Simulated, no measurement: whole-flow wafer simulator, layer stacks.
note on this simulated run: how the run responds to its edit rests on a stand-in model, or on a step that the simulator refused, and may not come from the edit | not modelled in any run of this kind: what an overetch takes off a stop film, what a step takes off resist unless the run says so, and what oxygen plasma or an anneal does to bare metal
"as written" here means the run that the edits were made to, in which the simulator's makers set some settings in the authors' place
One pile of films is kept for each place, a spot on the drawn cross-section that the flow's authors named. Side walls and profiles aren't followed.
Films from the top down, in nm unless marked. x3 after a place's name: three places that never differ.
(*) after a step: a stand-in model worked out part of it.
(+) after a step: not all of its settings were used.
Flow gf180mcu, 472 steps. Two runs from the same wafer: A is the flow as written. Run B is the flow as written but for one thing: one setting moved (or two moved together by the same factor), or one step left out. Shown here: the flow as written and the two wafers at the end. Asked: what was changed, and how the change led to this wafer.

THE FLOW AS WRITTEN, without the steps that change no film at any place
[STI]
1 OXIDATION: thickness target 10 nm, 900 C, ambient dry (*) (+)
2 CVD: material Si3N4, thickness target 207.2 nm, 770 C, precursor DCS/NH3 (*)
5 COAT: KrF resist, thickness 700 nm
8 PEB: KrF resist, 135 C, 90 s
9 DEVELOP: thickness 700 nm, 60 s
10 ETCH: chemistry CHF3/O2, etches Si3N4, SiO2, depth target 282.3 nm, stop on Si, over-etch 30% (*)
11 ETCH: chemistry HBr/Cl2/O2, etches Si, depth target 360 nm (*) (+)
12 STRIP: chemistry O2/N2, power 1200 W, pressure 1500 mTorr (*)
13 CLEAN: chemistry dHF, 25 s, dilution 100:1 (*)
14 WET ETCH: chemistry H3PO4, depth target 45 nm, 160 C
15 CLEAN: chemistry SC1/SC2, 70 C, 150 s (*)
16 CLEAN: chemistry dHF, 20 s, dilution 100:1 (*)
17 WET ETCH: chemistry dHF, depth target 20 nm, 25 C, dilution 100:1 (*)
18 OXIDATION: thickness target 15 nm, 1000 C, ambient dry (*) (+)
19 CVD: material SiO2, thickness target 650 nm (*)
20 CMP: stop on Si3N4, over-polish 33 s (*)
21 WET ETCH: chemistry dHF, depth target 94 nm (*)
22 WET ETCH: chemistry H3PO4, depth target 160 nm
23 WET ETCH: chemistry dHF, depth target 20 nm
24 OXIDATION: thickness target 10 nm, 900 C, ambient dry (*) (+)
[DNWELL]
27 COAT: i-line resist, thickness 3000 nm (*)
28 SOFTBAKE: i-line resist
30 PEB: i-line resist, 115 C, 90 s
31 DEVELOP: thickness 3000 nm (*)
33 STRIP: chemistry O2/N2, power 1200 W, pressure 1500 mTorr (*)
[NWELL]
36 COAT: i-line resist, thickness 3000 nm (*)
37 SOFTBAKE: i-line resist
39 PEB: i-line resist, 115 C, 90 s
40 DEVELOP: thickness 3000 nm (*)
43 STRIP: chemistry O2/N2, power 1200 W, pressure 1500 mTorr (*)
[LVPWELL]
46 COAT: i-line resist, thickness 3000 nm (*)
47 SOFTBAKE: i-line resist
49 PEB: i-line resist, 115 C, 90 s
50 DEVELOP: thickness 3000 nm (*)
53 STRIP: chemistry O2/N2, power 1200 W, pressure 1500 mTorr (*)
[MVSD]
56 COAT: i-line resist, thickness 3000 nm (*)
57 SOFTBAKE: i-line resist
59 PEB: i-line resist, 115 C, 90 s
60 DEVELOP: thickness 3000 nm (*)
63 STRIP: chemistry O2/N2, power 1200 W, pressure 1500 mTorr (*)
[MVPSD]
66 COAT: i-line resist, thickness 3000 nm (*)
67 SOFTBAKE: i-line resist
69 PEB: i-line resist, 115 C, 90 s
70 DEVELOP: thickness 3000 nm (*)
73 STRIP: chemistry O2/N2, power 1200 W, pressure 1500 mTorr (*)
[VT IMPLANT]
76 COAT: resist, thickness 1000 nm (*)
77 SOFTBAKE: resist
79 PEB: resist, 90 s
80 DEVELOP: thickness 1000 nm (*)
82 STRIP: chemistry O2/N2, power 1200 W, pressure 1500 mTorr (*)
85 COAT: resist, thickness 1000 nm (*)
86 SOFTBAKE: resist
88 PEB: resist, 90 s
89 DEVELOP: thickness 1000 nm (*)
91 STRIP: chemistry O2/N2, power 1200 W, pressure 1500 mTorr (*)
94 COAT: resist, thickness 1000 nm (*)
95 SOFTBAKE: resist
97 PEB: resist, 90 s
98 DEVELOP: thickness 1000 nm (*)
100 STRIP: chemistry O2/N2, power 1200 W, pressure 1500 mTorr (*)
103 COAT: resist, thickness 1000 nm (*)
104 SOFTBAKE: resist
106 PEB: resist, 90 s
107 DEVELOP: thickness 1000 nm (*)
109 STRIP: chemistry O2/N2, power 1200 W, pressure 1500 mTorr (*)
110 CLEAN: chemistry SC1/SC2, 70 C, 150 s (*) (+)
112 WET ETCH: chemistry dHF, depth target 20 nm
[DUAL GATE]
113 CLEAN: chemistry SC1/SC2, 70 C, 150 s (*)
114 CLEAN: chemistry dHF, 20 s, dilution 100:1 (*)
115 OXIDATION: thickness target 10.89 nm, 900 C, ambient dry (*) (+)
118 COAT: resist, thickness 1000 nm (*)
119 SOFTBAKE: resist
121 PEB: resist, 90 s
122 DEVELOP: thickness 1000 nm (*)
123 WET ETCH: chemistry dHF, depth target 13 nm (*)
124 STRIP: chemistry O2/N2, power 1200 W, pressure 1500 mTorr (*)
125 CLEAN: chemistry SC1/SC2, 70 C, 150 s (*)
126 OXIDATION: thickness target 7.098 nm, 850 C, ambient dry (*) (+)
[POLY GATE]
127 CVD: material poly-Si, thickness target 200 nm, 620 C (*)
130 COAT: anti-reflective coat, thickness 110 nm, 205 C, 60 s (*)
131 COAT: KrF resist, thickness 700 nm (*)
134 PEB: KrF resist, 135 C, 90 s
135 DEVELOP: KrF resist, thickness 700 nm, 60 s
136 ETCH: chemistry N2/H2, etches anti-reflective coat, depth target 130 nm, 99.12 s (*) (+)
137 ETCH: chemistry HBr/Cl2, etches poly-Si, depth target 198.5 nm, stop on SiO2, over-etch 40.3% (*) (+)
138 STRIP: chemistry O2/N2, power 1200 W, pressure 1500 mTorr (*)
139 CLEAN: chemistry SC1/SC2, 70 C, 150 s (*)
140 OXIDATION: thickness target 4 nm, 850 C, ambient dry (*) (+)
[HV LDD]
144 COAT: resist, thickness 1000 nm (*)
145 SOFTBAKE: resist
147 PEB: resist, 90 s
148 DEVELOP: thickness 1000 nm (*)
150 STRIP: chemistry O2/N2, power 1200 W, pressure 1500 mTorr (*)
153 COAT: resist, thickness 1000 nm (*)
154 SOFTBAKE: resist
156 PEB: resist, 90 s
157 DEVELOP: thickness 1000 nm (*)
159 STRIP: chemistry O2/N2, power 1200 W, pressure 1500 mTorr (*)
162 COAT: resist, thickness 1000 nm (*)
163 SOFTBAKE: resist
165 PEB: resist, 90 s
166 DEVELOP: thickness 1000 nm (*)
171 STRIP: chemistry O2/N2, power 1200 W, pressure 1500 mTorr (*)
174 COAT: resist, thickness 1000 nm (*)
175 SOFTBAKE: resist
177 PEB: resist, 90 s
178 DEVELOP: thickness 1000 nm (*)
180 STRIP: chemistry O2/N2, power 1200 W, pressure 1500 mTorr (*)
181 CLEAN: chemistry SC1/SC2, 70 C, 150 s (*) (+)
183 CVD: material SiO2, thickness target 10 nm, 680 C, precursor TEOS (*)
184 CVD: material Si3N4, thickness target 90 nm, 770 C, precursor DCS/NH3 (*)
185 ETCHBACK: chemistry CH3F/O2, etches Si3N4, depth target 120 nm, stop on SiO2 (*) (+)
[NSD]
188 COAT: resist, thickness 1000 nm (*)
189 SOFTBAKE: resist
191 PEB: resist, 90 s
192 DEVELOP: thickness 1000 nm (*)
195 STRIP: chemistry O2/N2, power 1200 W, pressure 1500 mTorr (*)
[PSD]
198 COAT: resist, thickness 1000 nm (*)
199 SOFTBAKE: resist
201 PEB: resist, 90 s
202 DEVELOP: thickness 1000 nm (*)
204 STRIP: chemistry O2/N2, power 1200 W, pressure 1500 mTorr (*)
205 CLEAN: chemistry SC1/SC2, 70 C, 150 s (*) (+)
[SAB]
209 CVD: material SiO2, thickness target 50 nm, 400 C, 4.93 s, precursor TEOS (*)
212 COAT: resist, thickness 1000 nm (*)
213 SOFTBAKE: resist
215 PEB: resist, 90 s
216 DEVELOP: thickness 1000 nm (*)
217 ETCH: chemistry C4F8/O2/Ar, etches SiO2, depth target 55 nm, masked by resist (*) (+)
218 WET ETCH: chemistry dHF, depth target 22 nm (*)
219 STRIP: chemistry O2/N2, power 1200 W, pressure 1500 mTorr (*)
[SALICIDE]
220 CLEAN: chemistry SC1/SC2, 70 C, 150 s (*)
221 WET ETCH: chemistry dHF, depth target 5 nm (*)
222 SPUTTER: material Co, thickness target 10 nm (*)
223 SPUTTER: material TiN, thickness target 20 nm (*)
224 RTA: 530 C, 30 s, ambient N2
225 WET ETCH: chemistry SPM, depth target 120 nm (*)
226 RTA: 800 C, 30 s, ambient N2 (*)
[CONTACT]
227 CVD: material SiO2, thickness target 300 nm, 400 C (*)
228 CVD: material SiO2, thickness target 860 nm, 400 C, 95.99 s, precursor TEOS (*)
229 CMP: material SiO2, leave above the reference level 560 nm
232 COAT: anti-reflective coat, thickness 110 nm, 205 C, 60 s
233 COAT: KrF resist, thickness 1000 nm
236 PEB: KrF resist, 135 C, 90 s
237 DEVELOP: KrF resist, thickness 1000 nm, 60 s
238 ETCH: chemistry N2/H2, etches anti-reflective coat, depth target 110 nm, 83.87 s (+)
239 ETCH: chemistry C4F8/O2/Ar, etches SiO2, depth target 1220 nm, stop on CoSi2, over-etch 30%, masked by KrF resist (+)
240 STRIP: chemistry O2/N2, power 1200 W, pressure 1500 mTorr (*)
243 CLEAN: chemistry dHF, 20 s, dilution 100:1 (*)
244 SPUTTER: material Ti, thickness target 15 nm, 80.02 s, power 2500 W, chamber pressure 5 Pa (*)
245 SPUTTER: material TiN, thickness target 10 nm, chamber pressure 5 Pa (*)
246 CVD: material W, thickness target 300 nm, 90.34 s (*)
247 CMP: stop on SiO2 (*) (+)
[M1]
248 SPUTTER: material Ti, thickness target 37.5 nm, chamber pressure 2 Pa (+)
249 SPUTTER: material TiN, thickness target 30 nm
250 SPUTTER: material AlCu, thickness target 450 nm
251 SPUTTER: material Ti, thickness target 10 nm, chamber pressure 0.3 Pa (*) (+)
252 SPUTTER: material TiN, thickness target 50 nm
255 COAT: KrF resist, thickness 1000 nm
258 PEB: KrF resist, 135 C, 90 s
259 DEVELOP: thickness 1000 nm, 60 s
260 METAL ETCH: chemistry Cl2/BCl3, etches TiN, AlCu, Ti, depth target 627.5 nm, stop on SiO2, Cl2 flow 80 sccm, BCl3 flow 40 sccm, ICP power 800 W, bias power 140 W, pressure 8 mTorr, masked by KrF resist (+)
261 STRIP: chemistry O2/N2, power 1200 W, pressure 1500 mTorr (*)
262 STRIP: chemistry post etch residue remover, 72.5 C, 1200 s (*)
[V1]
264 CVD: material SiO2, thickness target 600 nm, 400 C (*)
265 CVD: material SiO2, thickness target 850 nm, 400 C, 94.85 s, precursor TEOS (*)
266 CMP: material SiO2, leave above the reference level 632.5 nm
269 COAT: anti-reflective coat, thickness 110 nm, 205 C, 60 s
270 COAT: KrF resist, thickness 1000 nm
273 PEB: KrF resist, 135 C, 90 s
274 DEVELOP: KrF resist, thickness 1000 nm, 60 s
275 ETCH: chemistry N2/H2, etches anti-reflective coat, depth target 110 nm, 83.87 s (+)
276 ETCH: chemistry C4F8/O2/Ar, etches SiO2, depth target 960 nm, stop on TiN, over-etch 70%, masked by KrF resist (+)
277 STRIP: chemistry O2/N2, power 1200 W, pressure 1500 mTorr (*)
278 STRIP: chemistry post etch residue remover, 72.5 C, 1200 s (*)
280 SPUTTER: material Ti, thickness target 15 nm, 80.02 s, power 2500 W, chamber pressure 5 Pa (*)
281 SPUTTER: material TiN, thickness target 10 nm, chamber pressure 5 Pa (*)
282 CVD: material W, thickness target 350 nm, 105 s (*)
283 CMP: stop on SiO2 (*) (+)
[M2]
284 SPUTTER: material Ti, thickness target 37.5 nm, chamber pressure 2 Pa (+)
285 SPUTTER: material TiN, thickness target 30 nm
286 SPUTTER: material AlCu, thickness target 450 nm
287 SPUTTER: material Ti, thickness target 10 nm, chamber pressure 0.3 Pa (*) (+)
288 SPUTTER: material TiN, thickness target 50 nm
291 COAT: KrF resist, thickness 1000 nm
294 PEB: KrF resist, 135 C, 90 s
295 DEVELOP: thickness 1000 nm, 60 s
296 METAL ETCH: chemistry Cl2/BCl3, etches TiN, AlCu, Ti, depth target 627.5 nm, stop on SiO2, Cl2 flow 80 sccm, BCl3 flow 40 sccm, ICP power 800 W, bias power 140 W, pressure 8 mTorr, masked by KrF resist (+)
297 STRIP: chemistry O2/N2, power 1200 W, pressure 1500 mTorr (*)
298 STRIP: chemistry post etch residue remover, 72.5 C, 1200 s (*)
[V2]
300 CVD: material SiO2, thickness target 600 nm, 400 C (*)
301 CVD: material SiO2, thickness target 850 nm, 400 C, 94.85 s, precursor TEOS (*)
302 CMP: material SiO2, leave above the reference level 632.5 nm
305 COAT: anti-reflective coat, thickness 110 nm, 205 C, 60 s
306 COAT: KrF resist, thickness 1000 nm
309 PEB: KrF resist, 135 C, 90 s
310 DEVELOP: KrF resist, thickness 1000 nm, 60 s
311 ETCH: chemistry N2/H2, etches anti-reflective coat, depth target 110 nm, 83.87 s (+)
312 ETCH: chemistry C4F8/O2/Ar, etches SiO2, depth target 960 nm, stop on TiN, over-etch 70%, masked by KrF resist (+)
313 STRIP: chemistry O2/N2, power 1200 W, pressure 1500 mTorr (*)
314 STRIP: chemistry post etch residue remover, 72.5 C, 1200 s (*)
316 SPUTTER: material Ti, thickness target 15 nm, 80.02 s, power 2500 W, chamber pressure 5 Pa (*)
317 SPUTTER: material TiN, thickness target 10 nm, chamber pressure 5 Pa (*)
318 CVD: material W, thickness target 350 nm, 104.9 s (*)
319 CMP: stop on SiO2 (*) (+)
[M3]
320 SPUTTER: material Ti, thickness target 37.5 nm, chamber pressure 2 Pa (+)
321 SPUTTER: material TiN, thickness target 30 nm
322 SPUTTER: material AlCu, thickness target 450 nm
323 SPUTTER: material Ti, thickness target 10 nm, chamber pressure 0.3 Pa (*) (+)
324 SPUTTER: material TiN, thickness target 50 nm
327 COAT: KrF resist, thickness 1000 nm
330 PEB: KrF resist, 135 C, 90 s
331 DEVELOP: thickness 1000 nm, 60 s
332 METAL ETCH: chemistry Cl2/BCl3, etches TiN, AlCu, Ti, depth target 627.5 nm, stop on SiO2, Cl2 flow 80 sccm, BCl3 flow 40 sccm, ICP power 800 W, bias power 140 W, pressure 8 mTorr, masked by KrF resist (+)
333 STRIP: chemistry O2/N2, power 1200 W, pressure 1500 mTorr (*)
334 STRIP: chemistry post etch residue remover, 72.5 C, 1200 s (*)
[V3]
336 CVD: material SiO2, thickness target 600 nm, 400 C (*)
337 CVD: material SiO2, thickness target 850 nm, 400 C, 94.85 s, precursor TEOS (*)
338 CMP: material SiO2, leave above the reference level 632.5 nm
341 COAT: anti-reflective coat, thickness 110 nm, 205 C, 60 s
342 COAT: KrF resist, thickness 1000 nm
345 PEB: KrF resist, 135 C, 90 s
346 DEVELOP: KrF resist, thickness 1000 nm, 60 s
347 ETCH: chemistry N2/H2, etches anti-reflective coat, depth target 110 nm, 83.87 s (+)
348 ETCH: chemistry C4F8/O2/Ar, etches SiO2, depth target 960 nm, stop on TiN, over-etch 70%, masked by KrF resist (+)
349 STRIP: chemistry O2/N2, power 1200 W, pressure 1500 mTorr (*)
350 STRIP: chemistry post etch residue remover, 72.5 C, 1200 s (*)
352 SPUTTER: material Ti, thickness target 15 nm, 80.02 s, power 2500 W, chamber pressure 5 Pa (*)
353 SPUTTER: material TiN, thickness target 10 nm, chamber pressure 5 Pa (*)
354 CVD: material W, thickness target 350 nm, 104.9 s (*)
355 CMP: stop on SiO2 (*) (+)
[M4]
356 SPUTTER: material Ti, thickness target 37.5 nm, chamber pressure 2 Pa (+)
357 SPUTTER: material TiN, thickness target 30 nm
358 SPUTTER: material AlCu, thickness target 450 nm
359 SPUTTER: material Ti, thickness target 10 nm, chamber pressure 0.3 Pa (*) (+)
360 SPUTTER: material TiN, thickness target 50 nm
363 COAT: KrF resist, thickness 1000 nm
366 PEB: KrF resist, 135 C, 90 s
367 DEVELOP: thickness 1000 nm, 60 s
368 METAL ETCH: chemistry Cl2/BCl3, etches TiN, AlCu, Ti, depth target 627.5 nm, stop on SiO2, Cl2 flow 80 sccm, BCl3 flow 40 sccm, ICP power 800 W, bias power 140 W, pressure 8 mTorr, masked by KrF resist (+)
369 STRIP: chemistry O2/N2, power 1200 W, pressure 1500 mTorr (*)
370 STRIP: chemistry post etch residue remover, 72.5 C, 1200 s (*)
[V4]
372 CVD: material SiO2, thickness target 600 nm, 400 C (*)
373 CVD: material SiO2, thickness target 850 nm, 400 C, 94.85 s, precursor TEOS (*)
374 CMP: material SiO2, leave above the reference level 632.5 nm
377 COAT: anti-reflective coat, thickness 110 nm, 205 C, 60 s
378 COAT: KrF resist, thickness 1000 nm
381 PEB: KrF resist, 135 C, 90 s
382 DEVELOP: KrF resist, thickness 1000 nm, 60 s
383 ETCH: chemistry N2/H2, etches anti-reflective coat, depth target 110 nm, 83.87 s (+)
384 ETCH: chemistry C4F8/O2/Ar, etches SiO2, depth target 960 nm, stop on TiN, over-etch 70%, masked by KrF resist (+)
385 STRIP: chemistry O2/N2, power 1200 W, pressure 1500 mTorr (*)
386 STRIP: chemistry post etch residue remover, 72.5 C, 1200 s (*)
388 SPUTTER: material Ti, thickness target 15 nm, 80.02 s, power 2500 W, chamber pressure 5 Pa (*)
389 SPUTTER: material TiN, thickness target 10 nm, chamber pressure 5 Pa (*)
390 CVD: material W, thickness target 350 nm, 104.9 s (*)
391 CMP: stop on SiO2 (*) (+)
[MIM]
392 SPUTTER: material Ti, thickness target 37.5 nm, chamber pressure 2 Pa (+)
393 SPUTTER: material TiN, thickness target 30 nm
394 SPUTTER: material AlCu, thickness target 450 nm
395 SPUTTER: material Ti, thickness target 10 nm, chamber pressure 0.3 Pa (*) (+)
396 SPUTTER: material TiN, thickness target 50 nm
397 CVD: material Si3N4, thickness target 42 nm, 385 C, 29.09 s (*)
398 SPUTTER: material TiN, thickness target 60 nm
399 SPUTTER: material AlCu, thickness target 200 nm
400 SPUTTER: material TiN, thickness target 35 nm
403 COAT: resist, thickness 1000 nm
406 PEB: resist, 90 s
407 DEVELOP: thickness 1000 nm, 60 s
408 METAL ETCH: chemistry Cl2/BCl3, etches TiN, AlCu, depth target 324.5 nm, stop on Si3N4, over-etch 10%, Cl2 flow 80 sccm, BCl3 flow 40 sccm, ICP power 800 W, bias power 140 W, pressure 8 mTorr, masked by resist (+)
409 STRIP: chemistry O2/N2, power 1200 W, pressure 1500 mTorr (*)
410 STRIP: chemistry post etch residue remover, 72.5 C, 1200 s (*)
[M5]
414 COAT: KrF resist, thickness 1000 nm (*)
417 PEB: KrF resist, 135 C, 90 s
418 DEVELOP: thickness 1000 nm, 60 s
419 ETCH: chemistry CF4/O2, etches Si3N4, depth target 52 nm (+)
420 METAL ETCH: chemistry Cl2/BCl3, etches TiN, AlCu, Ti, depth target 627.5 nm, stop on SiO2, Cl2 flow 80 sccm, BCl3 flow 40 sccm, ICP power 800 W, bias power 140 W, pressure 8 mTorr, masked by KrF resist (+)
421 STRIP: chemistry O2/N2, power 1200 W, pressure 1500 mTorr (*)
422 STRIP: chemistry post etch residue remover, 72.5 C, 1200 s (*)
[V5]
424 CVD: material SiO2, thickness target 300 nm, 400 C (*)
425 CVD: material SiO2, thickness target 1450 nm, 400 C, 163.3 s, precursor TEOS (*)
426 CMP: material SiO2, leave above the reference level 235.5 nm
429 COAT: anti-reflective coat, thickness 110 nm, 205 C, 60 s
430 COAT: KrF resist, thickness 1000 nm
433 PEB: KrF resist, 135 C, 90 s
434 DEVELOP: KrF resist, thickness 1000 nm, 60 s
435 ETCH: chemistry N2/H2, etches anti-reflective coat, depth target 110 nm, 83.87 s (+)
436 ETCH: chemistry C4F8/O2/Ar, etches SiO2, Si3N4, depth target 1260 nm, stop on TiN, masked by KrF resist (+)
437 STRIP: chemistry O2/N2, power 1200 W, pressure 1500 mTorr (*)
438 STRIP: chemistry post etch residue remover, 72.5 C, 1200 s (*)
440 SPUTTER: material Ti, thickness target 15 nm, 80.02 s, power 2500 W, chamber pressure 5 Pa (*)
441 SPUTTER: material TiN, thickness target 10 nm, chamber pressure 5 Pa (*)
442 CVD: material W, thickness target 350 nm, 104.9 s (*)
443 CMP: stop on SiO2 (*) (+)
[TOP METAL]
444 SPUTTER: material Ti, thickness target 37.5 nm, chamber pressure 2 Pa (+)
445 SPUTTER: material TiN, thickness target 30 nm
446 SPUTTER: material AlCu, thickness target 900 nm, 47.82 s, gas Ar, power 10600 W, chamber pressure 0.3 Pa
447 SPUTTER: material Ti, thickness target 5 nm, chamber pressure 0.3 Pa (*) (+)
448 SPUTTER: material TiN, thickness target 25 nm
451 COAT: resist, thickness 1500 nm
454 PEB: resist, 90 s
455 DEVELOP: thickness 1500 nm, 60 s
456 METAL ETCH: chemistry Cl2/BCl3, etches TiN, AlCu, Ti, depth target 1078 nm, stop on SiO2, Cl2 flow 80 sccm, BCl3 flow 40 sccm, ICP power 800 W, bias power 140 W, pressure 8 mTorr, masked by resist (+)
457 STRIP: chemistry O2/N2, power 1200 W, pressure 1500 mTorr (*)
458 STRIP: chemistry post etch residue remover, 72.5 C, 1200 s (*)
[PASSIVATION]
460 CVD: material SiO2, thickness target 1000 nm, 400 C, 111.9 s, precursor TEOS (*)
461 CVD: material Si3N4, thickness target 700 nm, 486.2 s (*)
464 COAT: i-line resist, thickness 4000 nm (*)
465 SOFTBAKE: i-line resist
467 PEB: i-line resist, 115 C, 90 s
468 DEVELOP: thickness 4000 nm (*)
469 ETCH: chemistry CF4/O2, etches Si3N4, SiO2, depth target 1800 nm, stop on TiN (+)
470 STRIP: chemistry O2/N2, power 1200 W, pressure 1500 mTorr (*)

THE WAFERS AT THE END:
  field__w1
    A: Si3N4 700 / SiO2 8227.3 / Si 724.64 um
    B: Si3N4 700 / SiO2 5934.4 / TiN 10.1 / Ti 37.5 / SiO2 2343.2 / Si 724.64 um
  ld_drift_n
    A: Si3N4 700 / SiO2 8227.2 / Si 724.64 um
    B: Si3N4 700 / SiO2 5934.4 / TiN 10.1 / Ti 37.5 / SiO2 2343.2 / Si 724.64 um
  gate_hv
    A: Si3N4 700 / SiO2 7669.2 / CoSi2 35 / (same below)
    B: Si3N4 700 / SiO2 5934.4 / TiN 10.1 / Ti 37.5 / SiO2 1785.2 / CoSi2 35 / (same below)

The cause: step 286, SPUTTER: thickness target 548 nm was run, where the flow has thickness target 450 nm.

How the change led to this, step by step:
  286 SPUTTER: material AlCu, thickness target 450 nm
      field, field__w1, field__w2 and 108 more: A AlCu +450 (new film) | B AlCu +548 (new film)
  296 METAL ETCH: chemistry Cl2/BCl3, etches TiN, AlCu, Ti, depth target 627.5 nm, stop on SiO2, Cl2 flow 80 sccm, BCl3 flow 40 sccm, ICP power 800 W, bias power 140 W, pressure 8 mTorr, masked by KrF resist (+)
      field, field__w1, field__w2 and 103 more: A TiN -50 (all of it), Ti -10 (all of it), AlCu -450 (all of it), TiN -30 (all of it), Ti -37.5 (all of it) | B TiN -50 (all of it), Ti -10 (all of it), AlCu -548 (all of it), TiN -19.5
  300 CVD: material SiO2, thickness target 600 nm, 400 C (*)
      field, field__w1, field__w2 and 103 more: A SiO2 +600 | B SiO2 +600 (new film)
  302 CMP: material SiO2, leave above the reference level 632.5 nm
      field, field__w1, field__w2 and 103 more: A SiO2 -300 | B SiO2 -249.6
Counting metal films that touch as one body, field__w1 has 1 body; the flow as written gives 0 bodies.
Counting metal films that touch as one body, ld_drift_n has 1 body; the flow as written gives 0 bodies.
Counting metal films that touch as one body, gate_hv has 2 bodies (between them, from the top down: SiO2 1785.2); the flow as written gives 1 body.
